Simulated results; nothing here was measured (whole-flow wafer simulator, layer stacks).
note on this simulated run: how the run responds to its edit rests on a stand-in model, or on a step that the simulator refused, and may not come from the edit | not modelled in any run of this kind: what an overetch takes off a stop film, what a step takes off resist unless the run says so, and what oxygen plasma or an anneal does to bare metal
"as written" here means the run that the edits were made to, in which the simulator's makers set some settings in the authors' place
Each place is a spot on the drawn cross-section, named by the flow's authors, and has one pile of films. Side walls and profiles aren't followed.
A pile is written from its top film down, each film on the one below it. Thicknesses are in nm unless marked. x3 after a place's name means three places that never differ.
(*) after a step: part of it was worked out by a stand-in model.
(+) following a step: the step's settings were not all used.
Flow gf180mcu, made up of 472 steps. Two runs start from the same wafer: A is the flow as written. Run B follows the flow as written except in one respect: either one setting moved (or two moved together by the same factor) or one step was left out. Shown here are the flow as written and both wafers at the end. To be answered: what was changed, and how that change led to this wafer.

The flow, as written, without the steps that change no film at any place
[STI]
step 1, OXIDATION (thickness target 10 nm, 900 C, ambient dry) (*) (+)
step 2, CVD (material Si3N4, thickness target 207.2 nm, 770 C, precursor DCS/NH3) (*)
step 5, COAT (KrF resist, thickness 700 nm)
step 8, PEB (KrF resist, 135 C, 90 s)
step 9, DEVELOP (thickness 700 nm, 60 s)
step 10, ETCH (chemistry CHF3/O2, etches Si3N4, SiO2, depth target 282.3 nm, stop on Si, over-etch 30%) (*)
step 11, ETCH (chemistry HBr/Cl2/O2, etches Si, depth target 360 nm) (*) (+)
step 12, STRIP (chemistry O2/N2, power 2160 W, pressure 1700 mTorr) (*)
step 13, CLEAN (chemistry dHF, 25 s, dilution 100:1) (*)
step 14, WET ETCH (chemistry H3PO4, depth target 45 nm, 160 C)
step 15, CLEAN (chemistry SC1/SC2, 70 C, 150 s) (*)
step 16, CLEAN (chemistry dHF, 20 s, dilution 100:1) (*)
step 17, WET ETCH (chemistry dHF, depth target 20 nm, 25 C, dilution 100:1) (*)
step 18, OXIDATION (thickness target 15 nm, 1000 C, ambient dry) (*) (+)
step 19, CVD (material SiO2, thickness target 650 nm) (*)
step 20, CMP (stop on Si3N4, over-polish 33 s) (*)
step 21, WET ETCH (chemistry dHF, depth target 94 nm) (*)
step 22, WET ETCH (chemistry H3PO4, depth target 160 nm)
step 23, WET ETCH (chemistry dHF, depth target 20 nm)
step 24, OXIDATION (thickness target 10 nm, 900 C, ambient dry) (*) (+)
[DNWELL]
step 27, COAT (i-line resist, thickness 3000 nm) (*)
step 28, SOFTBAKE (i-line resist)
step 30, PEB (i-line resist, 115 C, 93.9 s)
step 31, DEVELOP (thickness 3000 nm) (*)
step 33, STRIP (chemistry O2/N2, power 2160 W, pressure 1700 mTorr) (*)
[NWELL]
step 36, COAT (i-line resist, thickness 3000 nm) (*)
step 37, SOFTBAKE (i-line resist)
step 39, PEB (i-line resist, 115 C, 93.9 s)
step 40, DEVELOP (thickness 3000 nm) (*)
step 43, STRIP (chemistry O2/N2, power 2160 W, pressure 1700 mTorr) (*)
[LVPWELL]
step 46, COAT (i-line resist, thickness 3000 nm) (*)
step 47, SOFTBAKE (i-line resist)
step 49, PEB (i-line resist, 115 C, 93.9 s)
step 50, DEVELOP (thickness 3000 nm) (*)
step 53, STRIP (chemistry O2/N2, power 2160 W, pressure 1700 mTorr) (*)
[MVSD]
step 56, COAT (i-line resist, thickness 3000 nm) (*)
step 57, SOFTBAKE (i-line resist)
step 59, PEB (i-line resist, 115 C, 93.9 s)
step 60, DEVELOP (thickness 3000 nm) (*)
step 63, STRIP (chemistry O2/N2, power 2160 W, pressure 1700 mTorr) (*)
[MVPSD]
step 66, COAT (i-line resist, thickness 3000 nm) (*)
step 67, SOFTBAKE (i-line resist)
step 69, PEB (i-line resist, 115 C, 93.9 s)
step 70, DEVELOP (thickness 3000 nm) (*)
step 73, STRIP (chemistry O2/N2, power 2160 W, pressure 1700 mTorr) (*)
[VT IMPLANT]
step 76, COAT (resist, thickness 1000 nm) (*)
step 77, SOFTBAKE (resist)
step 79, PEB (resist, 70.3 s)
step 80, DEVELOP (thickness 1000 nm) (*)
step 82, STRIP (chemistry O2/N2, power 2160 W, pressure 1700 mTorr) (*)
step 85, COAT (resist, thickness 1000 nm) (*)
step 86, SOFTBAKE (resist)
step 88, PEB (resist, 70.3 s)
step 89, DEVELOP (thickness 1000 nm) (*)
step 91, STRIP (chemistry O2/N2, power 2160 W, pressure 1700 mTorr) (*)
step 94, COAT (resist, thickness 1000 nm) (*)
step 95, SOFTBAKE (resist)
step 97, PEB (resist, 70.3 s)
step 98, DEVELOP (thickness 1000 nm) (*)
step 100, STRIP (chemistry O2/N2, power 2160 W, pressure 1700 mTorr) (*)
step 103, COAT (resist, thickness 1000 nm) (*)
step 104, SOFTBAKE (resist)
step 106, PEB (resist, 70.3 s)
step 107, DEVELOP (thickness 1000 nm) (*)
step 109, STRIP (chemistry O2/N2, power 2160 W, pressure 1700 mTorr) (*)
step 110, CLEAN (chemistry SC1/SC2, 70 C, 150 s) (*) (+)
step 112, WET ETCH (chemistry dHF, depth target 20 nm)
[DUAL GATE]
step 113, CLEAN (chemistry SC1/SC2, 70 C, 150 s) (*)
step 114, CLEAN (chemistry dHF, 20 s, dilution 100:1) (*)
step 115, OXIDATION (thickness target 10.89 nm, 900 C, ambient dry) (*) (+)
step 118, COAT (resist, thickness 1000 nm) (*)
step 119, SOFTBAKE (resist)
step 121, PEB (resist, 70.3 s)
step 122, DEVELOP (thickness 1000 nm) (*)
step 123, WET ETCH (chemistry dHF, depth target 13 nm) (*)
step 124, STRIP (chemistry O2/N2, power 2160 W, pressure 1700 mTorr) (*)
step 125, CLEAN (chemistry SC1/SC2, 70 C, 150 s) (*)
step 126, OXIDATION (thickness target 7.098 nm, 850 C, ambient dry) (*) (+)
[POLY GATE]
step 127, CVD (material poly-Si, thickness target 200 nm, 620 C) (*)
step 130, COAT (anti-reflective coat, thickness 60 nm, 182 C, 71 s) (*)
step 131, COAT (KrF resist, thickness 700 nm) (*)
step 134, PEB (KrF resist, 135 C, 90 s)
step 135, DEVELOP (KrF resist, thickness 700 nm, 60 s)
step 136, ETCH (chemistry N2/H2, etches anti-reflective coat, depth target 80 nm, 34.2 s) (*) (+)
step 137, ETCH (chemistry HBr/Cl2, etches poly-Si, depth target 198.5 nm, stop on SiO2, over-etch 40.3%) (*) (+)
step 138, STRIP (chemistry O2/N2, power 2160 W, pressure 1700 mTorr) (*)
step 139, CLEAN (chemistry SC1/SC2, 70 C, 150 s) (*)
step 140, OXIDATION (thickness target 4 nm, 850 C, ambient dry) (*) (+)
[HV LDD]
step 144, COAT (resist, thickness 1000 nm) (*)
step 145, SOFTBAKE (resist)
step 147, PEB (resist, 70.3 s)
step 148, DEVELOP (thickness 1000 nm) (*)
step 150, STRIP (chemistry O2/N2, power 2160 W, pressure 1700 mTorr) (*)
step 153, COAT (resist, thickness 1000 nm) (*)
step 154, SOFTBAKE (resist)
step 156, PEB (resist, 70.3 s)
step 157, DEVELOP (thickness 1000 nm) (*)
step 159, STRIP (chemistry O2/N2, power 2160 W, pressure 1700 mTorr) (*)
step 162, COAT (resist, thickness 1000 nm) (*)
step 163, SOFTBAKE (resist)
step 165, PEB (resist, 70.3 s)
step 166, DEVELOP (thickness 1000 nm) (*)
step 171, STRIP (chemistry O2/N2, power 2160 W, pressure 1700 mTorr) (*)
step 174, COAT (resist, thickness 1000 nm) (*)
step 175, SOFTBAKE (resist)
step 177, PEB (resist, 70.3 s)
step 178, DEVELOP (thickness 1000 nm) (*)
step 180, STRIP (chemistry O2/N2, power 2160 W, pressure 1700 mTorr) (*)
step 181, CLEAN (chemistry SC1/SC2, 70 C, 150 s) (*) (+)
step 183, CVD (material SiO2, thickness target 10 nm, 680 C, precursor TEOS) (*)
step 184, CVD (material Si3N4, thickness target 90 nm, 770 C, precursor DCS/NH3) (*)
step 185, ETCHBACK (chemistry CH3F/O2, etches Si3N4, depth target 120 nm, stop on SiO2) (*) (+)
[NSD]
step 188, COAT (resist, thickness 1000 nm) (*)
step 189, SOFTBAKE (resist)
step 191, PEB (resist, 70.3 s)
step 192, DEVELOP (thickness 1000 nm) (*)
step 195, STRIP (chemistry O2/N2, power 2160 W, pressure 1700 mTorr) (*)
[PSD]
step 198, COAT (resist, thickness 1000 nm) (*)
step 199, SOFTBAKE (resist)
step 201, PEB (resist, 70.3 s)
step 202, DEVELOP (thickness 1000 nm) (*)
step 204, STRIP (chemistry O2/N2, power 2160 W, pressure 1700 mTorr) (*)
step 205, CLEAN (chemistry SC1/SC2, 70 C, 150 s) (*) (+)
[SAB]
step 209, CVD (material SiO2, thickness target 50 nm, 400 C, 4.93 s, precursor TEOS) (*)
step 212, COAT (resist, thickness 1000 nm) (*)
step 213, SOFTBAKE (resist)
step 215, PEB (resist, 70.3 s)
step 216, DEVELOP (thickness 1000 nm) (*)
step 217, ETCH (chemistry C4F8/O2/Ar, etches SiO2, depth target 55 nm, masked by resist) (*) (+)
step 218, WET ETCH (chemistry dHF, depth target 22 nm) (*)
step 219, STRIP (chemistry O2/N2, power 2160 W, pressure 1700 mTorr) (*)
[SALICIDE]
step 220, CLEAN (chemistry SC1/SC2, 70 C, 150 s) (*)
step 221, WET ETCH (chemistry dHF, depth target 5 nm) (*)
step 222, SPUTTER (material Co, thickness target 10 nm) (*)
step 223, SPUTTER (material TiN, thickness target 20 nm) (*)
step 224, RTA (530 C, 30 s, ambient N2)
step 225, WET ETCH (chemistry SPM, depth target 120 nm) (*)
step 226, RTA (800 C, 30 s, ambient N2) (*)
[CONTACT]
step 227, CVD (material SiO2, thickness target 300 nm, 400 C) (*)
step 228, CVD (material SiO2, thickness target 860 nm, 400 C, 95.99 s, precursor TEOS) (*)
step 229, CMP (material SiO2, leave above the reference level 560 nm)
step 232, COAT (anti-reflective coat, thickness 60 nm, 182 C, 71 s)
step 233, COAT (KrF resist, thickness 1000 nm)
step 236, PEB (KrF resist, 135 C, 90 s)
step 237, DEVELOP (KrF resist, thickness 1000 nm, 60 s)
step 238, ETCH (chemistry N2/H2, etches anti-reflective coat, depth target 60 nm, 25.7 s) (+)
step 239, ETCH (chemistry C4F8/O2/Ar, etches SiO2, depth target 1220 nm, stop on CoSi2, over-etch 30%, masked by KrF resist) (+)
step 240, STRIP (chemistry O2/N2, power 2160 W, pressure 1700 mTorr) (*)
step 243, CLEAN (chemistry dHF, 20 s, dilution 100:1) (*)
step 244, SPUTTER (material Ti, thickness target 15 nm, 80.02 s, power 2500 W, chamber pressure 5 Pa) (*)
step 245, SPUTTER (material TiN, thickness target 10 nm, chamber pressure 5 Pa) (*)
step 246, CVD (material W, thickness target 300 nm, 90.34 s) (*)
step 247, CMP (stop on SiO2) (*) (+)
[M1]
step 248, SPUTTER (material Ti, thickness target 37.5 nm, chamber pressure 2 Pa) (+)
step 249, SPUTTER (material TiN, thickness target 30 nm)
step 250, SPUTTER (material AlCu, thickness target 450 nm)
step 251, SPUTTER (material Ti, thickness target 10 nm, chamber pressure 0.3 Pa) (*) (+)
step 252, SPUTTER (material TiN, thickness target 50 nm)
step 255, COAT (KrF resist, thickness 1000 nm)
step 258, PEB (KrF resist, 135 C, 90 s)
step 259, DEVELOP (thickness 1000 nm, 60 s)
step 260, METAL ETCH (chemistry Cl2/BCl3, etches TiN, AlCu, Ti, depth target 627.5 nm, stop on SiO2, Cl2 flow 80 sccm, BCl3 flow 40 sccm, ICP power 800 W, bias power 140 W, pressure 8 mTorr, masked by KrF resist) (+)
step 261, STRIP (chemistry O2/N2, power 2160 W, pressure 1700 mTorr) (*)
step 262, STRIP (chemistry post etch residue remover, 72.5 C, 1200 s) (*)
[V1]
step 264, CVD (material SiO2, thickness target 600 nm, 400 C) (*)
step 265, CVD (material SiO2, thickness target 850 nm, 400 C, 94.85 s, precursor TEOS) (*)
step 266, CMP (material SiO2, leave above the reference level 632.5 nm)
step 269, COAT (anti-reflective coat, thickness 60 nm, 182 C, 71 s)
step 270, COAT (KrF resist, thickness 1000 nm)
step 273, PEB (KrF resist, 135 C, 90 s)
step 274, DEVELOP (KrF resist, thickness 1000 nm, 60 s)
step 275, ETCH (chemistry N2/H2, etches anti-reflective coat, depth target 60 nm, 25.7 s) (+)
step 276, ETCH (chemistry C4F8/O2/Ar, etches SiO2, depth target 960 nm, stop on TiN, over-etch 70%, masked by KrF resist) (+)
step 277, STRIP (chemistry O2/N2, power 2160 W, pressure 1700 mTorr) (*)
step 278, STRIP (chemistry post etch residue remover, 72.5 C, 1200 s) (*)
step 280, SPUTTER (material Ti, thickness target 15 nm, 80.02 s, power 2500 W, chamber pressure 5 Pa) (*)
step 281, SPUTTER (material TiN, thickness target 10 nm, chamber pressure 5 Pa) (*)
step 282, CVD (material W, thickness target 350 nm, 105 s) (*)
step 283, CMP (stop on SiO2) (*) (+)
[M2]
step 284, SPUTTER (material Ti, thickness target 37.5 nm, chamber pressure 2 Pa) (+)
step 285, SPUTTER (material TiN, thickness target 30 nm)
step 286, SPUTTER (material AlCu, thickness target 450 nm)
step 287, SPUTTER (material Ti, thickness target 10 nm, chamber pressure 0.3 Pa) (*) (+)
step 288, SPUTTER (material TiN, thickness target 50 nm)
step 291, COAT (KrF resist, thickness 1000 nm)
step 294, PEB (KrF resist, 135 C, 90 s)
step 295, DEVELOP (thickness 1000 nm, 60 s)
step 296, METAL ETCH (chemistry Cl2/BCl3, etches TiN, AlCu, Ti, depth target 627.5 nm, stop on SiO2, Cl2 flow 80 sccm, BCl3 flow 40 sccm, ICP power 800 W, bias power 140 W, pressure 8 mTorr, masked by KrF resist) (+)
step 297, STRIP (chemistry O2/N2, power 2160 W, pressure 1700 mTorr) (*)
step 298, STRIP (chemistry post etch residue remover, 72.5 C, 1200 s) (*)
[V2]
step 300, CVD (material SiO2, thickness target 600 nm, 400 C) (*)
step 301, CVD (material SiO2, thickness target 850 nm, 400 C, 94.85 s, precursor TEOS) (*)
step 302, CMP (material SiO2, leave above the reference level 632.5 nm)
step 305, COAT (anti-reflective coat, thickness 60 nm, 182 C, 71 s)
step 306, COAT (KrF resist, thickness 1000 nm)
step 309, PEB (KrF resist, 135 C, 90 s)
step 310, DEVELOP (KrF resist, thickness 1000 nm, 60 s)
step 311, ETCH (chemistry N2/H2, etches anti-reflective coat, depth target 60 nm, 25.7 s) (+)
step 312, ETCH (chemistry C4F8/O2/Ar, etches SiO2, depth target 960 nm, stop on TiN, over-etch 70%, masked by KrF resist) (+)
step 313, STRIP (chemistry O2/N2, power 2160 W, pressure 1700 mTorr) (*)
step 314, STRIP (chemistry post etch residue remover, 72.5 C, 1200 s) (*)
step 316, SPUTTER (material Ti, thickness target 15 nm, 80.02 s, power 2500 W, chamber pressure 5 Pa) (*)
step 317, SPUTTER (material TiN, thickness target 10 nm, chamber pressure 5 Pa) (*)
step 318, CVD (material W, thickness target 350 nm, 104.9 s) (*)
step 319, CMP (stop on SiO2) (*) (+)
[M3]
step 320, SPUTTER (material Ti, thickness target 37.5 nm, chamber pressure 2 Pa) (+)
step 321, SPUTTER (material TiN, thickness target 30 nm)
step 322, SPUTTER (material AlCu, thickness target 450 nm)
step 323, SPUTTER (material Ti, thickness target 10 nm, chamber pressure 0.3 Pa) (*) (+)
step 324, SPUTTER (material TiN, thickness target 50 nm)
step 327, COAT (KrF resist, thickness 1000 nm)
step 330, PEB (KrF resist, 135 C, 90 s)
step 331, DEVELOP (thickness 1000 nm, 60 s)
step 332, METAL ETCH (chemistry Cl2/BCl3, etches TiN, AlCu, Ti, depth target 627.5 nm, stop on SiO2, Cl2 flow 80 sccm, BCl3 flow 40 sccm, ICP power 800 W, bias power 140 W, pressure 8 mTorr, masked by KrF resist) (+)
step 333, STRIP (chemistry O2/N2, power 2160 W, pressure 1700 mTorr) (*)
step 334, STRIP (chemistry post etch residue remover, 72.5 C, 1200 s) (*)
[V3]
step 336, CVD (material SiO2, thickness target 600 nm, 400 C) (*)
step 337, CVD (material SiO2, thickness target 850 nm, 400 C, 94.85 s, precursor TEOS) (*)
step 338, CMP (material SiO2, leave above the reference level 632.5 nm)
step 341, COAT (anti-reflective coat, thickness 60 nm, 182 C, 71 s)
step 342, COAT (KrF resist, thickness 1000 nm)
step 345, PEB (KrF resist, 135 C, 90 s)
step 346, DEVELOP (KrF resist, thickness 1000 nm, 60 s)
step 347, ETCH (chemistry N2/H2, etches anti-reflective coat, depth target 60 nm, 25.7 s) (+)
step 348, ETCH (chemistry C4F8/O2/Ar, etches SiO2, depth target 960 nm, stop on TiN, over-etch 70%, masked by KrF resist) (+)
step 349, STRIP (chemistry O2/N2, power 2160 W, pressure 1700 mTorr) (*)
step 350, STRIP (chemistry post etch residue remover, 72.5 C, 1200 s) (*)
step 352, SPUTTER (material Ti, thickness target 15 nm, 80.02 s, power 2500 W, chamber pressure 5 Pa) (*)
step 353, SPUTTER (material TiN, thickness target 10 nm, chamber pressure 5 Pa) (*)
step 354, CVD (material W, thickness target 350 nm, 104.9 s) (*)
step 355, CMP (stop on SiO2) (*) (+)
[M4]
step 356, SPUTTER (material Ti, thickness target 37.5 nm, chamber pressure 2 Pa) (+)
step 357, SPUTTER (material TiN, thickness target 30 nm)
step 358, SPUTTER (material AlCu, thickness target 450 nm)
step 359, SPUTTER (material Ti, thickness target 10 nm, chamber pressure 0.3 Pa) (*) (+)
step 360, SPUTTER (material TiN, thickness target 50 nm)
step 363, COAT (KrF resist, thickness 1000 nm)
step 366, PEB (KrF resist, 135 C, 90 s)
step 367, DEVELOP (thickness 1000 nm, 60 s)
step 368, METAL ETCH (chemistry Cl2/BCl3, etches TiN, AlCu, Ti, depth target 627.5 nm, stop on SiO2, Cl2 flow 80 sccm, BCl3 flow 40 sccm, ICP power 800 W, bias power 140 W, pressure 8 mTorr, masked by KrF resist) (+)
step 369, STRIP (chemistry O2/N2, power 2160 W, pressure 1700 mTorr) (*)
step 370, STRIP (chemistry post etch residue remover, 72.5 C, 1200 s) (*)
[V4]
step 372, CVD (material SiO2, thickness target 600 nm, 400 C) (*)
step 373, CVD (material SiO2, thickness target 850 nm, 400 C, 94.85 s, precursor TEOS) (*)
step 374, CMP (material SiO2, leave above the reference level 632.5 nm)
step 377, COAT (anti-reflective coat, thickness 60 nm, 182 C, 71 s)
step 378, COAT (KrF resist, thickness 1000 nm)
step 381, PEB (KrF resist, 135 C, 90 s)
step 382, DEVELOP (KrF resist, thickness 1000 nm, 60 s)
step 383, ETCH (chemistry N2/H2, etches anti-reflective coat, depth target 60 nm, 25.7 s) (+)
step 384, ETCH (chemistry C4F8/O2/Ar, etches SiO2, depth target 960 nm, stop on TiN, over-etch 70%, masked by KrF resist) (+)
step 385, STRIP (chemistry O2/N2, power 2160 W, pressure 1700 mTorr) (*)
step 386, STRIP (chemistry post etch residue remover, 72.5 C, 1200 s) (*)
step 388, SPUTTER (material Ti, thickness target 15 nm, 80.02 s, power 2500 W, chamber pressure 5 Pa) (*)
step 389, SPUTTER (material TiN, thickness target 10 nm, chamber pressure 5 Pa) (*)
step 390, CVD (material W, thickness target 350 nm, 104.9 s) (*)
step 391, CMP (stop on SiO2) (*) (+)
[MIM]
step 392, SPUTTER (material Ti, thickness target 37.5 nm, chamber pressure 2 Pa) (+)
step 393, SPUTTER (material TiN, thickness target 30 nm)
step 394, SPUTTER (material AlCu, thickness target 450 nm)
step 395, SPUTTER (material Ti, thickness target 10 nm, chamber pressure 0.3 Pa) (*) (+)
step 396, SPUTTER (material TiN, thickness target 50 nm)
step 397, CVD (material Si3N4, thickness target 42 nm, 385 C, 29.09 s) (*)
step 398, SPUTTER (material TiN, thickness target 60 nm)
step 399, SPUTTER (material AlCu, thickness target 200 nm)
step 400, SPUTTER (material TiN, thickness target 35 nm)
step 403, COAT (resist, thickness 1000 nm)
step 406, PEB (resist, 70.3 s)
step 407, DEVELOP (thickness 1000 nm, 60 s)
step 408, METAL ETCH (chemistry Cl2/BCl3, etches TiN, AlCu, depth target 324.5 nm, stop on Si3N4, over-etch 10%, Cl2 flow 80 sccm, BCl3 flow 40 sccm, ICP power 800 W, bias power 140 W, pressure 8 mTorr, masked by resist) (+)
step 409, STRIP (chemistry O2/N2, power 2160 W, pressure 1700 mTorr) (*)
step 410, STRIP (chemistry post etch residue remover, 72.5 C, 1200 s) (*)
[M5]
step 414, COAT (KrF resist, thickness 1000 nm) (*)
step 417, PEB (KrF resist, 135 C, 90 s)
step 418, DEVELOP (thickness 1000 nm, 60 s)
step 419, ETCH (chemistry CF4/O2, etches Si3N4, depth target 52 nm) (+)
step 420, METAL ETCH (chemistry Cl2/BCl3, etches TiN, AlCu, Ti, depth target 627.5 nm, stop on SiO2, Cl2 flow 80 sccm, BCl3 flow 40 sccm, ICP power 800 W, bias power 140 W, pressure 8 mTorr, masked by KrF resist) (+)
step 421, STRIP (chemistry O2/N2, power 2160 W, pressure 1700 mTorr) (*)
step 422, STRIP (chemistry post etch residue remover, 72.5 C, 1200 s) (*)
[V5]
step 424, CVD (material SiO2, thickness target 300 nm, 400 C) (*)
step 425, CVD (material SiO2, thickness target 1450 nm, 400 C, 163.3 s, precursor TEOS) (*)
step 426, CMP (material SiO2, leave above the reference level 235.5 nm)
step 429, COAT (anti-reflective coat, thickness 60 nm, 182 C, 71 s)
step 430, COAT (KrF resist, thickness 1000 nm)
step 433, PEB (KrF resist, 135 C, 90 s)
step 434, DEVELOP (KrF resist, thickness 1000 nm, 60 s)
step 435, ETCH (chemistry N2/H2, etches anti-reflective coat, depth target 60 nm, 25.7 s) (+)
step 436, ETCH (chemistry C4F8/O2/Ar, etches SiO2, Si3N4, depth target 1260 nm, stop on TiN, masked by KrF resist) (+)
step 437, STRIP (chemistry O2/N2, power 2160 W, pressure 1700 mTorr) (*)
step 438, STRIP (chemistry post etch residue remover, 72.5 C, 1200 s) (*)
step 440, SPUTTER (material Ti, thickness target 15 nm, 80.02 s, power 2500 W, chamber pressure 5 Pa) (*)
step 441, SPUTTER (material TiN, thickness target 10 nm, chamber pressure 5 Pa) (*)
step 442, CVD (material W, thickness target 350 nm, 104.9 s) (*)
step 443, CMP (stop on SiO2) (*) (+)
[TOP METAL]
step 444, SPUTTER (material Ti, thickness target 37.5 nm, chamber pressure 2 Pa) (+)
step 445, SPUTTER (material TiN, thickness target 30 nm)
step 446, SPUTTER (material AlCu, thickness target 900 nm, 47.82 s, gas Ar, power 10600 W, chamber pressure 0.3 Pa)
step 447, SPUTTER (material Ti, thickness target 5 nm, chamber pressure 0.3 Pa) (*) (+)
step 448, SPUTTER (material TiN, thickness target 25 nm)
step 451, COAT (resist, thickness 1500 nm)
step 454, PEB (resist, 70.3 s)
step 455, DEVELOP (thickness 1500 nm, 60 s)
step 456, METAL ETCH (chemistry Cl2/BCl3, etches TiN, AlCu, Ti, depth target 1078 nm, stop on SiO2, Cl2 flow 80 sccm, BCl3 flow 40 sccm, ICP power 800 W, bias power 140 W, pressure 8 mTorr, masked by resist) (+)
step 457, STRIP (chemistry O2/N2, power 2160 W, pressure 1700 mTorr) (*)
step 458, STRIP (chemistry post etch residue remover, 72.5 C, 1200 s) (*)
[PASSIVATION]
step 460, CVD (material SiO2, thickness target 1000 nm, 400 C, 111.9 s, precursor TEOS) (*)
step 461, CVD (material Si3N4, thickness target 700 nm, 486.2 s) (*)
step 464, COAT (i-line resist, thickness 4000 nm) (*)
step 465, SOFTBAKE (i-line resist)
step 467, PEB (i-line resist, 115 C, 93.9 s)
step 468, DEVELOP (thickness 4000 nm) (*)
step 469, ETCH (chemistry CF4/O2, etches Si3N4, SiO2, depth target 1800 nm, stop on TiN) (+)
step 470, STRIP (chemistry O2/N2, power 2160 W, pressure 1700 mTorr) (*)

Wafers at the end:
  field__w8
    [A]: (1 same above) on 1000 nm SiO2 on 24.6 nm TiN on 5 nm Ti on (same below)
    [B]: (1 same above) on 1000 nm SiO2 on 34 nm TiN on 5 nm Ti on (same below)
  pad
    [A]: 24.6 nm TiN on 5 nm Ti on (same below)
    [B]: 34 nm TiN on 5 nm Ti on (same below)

What caused this: step 448, SPUTTER: thickness target 34.4 nm was run, while the flow as written has thickness target 25 nm.

Step by step, how the change led to this:
  step 448, SPUTTER (material TiN, thickness target 25 nm)
      field, field__w1, field__w2 and 109 more: A TiN gains 25 (new film) | B TiN gains 34.4 (new film)
  step 456, METAL ETCH (chemistry Cl2/BCl3, etches TiN, AlCu, Ti, depth target 1078 nm, stop on SiO2, Cl2 flow 80 sccm, BCl3 flow 40 sccm, ICP power 800 W, bias power 140 W, pressure 8 mTorr, masked by resist) (+)
      field, field__w1, field__w2 and 103 more: A TiN loses 25 (all of it), Ti loses 5 (all of it), AlCu loses 900 (all of it), TiN loses 30 (all of it), Ti loses 37.5 (all of it) | B TiN loses 34.4 (all of it), Ti loses 5 (all of it), AlCu loses 900 (all of it), TiN loses 30 (all of it), Ti loses 37.5 (all of it)
  step 465, SOFTBAKE (i-line resist)
      gate: A i-line resist gains 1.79 | B i-line resist loses 0.29
      ld_acc_p, ld_fp_p, ld_drift_p: A i-line resist gains 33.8 | B i-line resist gains 27.3
      (as well as at 56 more places)
